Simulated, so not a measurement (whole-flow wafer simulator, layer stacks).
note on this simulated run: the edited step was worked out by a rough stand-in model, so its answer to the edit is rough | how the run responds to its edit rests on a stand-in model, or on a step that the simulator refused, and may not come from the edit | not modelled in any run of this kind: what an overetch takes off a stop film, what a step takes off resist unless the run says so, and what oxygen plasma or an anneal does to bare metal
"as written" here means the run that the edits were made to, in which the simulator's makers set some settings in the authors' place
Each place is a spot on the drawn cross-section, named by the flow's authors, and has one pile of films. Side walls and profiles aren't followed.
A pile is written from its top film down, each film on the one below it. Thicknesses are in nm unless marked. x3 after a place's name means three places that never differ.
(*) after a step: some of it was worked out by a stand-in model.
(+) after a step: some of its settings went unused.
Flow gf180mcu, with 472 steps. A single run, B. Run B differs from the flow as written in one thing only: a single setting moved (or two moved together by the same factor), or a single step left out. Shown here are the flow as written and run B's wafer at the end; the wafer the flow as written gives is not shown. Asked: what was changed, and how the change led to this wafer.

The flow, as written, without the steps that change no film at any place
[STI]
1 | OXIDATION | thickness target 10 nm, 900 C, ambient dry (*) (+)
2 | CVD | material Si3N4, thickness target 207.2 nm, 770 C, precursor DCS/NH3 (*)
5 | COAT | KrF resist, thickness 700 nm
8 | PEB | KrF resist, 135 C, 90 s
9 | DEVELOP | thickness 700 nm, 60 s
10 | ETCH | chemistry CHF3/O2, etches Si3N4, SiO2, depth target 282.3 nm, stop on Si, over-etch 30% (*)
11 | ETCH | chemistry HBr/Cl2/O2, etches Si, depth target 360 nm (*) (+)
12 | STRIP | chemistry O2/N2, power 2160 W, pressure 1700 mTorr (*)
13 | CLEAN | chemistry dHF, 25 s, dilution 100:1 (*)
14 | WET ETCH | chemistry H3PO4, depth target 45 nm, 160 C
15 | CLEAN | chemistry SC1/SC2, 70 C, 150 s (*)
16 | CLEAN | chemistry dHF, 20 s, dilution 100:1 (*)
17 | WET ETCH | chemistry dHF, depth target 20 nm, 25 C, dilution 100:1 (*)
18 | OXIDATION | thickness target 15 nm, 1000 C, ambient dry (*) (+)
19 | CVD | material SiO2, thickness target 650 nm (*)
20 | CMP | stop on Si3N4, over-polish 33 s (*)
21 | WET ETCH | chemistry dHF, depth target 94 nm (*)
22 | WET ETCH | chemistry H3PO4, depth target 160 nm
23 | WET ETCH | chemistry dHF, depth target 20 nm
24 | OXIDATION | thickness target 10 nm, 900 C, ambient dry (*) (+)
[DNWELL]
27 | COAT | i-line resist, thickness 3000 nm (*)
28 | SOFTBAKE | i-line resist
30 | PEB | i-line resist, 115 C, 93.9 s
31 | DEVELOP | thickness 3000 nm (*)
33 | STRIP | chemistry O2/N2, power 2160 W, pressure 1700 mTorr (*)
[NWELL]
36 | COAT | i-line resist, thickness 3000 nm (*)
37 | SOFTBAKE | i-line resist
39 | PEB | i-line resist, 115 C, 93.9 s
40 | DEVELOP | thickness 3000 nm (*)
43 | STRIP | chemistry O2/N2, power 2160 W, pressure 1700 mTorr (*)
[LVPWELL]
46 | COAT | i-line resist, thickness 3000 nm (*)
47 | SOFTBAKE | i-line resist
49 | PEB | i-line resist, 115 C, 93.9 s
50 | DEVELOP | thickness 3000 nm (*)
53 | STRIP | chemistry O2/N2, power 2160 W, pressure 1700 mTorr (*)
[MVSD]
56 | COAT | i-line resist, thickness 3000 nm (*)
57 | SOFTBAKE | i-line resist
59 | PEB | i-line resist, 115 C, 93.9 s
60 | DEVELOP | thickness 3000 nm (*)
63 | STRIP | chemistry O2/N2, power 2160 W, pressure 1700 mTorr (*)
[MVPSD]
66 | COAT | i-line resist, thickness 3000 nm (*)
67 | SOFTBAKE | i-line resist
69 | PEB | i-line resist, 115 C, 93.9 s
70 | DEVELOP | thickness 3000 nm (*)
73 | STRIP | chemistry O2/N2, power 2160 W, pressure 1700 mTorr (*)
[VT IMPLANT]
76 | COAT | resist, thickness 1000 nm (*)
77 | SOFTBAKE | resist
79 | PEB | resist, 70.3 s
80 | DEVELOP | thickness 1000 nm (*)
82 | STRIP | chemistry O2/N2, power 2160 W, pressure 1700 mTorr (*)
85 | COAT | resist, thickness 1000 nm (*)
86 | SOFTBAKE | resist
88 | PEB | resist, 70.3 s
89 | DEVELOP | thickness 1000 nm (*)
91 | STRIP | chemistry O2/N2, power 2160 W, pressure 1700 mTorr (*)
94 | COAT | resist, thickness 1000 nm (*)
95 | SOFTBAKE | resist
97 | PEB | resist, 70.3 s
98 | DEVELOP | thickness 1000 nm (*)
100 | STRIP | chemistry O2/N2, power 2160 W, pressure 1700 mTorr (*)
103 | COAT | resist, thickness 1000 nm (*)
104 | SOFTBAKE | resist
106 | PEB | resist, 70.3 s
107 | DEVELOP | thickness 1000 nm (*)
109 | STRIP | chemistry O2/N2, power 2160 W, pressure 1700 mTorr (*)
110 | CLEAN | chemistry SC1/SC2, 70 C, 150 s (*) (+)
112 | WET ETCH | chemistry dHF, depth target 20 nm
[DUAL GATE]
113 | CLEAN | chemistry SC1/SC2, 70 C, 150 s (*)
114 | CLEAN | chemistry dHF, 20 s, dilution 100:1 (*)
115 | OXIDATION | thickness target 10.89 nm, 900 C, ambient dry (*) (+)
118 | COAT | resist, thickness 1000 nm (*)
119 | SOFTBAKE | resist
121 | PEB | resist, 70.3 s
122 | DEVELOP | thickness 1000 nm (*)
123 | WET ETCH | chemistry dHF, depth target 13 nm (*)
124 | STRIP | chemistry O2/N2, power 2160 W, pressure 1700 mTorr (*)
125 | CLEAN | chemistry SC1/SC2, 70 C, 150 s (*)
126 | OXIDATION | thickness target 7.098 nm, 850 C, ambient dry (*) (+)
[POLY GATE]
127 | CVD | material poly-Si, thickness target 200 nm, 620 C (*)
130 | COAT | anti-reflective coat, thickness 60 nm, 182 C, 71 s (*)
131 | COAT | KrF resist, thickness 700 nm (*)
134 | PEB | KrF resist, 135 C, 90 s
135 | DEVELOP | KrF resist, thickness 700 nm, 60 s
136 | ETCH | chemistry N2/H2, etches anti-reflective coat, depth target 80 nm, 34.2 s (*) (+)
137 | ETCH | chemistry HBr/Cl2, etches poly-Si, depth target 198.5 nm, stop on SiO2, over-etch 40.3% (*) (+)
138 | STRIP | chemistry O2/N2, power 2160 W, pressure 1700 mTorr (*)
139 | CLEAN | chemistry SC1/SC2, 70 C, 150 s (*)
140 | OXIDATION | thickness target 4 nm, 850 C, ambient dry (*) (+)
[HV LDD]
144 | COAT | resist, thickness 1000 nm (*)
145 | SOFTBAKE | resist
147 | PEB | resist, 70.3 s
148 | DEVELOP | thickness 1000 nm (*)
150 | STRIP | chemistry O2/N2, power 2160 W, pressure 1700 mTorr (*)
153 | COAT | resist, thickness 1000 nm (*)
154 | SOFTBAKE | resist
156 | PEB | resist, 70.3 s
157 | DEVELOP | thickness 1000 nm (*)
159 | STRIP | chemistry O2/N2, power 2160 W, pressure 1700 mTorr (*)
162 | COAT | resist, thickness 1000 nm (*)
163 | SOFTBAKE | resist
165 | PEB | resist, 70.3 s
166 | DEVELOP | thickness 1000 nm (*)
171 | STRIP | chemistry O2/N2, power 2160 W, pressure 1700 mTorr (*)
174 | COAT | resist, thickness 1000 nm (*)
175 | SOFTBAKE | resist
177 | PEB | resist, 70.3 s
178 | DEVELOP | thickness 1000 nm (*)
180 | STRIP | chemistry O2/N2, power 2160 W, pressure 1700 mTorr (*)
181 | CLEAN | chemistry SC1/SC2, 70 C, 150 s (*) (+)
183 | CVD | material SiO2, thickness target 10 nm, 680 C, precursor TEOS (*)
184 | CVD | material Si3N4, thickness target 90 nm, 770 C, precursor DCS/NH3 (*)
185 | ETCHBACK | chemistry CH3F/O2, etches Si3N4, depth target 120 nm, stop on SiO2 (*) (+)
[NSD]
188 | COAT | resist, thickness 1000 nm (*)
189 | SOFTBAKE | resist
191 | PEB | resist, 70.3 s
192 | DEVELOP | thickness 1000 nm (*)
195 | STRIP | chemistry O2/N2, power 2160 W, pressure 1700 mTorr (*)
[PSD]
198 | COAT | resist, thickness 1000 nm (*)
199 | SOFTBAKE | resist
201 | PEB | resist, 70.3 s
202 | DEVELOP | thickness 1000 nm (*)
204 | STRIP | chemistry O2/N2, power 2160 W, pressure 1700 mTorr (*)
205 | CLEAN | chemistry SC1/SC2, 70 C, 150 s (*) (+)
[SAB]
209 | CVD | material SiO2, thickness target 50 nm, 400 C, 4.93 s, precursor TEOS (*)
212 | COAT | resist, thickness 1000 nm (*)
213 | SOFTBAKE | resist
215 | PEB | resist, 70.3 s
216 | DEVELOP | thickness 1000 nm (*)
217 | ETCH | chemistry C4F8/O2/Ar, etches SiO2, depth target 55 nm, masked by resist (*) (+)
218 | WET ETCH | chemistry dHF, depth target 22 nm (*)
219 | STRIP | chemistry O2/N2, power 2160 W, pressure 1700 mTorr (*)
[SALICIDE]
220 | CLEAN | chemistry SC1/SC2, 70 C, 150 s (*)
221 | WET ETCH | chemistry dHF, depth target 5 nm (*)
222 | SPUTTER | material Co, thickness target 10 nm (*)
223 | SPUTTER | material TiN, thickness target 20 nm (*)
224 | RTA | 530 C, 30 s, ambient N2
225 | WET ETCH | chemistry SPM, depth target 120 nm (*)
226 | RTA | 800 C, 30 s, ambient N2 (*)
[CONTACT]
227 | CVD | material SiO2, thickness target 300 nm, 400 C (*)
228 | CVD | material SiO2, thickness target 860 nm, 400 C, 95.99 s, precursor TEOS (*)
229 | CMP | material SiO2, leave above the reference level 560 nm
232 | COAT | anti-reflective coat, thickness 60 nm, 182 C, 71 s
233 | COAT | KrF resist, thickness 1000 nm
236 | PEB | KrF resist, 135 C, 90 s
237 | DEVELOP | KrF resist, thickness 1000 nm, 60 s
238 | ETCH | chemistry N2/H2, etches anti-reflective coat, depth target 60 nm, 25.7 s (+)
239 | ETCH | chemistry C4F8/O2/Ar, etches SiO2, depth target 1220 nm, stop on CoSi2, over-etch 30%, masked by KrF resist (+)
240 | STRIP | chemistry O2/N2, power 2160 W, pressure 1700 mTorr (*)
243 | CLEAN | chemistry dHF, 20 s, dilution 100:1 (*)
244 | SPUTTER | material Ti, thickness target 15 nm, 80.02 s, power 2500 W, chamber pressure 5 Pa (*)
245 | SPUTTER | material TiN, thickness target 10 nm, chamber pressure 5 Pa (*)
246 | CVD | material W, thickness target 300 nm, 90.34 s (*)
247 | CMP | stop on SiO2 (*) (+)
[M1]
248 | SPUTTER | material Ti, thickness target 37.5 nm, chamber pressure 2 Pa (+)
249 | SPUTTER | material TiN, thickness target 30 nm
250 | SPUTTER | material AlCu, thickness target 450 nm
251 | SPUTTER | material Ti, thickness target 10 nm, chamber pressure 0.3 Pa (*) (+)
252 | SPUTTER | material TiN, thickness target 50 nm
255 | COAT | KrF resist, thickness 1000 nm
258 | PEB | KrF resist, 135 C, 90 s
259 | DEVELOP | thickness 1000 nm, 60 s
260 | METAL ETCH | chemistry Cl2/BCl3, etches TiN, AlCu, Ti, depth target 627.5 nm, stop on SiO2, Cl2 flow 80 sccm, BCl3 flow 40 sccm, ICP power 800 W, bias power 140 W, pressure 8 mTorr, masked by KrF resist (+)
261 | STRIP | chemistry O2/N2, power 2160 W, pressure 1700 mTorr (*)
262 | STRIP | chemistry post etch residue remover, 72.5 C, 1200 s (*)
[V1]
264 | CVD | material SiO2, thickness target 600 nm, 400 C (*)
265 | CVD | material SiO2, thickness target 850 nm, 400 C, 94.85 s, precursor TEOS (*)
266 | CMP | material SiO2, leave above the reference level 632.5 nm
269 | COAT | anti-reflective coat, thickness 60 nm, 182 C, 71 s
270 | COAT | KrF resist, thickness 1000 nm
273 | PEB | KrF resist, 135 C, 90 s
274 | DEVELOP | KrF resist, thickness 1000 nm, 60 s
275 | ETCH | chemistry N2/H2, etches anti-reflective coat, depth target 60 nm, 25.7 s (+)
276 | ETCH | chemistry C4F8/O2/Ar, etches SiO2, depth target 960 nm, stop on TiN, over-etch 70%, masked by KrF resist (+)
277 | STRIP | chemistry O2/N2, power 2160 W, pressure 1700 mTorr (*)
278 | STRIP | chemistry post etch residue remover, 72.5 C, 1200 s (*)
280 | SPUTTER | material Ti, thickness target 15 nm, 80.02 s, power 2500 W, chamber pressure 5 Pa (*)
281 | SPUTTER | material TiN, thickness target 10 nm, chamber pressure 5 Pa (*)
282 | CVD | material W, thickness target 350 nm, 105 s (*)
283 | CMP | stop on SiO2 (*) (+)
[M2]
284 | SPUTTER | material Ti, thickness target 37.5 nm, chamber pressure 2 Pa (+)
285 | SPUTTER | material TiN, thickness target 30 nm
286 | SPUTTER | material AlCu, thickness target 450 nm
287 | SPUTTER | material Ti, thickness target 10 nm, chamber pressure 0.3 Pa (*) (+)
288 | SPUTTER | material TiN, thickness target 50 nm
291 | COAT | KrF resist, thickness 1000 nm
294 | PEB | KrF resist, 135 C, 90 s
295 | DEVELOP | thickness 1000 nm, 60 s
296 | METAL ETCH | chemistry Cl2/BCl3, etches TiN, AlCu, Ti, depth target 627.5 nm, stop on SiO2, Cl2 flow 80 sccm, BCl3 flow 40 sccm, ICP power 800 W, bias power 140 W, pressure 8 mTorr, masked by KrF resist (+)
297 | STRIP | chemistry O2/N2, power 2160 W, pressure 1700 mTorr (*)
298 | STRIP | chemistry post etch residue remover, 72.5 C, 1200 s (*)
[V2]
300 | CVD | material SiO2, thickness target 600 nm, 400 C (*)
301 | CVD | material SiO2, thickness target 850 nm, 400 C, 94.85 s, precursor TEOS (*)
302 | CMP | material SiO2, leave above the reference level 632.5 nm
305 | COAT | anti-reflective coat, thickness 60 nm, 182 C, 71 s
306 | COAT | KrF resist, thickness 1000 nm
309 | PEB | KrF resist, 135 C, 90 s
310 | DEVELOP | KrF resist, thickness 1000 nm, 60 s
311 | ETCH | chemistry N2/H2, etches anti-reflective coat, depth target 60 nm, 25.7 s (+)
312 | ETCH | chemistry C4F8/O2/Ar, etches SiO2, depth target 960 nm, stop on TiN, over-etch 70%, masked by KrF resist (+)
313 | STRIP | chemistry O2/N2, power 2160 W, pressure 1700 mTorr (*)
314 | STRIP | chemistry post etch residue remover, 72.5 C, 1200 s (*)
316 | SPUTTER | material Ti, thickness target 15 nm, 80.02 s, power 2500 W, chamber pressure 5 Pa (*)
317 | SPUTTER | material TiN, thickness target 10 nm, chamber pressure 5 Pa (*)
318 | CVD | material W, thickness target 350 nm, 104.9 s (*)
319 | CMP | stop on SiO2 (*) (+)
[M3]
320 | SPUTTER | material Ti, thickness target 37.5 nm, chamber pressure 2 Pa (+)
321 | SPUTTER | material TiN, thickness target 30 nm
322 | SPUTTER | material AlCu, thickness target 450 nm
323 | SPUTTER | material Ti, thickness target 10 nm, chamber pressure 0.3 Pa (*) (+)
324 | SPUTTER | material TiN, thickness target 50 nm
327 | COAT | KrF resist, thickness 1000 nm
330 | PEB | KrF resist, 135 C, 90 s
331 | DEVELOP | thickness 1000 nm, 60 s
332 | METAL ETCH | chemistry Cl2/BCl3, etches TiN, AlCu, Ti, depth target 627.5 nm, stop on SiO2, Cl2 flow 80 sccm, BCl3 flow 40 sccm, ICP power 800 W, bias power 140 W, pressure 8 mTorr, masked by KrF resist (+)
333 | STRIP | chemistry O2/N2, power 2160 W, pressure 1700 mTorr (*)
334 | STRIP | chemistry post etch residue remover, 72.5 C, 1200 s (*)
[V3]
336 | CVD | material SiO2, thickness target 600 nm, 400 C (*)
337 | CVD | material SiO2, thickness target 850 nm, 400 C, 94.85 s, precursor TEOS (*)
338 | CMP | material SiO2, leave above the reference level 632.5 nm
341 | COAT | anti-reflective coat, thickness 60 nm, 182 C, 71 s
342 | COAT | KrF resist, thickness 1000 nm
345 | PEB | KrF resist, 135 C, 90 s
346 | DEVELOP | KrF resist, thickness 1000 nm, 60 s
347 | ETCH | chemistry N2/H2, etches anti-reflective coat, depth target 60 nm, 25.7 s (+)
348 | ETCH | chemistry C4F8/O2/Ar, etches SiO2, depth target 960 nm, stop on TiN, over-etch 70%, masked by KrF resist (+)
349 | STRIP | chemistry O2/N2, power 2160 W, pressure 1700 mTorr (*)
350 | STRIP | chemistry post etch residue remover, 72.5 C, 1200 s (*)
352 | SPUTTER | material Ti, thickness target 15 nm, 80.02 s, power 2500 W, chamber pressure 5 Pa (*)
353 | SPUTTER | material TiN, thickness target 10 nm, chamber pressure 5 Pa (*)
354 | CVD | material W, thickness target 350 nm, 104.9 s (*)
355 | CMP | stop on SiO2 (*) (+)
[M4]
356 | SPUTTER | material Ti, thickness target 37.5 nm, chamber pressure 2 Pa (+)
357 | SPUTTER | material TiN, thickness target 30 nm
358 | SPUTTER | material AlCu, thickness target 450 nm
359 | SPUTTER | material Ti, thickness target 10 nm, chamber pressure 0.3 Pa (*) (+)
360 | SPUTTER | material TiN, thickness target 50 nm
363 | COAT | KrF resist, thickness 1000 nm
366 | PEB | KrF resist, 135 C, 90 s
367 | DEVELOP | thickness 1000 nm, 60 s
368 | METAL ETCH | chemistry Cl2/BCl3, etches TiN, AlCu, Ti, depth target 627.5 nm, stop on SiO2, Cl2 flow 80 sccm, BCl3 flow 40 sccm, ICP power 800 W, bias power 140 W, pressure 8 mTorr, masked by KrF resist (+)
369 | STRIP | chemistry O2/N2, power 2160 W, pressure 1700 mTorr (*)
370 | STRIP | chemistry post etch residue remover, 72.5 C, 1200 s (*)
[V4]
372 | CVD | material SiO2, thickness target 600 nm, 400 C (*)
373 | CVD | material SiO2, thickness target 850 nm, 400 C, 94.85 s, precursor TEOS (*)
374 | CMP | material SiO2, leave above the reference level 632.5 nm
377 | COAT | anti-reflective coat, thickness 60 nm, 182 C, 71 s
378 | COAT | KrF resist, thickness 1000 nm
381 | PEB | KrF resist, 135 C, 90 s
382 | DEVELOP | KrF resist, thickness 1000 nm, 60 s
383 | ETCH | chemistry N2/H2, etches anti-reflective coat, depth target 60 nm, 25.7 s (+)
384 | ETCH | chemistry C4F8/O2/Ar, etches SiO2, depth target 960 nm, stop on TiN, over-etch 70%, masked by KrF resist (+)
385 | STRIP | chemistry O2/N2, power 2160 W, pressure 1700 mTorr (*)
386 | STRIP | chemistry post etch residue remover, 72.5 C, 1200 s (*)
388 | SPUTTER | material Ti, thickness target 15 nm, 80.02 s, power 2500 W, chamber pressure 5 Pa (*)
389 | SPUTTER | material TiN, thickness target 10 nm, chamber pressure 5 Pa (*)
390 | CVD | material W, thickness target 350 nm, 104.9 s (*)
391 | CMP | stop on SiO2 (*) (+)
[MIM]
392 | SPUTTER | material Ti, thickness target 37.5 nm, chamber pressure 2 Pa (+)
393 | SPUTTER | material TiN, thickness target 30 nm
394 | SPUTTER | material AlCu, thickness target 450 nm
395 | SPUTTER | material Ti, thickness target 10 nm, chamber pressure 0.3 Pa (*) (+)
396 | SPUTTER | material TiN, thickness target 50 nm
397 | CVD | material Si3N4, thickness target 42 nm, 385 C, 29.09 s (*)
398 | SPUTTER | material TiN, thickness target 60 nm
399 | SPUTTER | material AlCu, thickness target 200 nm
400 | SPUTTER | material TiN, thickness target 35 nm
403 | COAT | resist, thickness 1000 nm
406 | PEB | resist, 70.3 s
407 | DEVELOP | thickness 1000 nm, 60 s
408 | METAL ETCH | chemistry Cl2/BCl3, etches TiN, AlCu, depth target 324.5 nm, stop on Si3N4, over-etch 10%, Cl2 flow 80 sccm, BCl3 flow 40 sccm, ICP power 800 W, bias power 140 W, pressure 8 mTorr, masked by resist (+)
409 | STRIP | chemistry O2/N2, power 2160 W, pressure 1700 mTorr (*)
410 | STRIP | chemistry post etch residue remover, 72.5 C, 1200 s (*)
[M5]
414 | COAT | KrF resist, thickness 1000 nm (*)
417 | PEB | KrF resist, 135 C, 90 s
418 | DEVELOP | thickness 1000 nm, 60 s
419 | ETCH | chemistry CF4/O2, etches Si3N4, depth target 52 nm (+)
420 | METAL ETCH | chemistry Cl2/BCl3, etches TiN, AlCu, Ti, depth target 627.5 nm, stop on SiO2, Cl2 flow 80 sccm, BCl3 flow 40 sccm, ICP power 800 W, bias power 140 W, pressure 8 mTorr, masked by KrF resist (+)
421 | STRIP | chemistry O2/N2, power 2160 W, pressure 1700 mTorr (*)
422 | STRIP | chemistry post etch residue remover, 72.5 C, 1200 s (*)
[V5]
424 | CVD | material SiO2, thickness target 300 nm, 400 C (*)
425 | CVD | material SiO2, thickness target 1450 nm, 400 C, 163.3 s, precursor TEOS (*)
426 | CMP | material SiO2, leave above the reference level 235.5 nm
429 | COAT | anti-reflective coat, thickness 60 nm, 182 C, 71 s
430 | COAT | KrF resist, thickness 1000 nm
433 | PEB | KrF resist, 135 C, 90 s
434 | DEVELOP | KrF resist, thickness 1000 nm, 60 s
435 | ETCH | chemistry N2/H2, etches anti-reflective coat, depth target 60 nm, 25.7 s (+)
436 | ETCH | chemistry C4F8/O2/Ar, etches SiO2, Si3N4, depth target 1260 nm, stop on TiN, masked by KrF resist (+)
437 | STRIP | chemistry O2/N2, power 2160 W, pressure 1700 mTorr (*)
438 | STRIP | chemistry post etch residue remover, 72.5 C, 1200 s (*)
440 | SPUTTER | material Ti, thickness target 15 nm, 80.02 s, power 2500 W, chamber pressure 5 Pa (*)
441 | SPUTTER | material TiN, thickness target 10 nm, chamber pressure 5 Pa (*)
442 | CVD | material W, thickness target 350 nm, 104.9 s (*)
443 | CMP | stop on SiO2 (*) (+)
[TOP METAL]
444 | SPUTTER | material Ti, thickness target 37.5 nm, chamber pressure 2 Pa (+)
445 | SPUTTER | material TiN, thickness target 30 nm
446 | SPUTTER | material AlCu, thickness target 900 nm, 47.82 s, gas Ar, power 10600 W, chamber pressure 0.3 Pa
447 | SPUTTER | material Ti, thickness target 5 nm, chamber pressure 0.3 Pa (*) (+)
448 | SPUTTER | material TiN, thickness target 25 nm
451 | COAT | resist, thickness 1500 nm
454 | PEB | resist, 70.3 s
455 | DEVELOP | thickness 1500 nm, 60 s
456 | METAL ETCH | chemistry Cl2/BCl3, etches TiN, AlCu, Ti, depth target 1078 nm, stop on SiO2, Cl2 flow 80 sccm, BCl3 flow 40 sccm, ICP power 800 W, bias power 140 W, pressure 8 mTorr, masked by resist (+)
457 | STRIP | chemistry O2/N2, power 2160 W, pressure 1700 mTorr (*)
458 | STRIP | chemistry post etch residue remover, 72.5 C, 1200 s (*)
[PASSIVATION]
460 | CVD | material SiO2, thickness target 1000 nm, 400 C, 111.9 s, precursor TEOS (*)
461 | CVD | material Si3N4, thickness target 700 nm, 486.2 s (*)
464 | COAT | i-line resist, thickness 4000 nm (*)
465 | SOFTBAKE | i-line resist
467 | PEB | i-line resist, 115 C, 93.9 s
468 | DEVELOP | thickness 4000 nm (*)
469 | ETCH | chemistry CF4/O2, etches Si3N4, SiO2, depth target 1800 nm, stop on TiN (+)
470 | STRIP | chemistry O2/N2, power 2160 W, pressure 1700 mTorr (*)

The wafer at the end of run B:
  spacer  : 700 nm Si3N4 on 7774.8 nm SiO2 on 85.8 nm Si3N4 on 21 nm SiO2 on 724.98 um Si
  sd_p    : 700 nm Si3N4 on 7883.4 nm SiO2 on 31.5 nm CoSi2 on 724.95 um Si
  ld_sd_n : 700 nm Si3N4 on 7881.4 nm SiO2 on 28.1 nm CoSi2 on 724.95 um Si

Cause: step 183, CVD: thickness target 13.8 nm was run, whereas the flow has thickness target 10 nm.

The path from the change to this, step by step:
  183 | CVD | material SiO2, thickness target 10 nm, 680 C, precursor TEOS (*)
      field, field__w1, field__w2 and 99 more: SiO2 gains 13.8 (it would be, as written: SiO2 gains 10)
      ld_drift_p: SiO2 gains 13.6 (it would be, as written: SiO2 gains 9.87)
      (as well as at 1 more place)
  189 | SOFTBAKE | resist
      field__w9: resist loses 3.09 (it would be, as written: resist gains 6.92)
      field_sub__w1: resist gains 9.73 (it would be, as written: resist gains 7.47)
  199 | SOFTBAKE | resist
      field__w9: resist loses 3.09 (it would be, as written: resist gains 6.92)
      field_sub__w1: resist gains 9.73 (it would be, as written: resist gains 7.47)
  218 | WET ETCH | chemistry dHF, depth target 22 nm (*)
      gate, gate_hv, gate_p and 23 more: SiO2 loses 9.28 (all of it) (it would be, as written: SiO2 loses 5.48 (all of it))
      field, field__w10, sti and 14 more: SiO2 loses 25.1 (it would be, as written: SiO2 loses 24.5)
      (as well as at 49 more places)
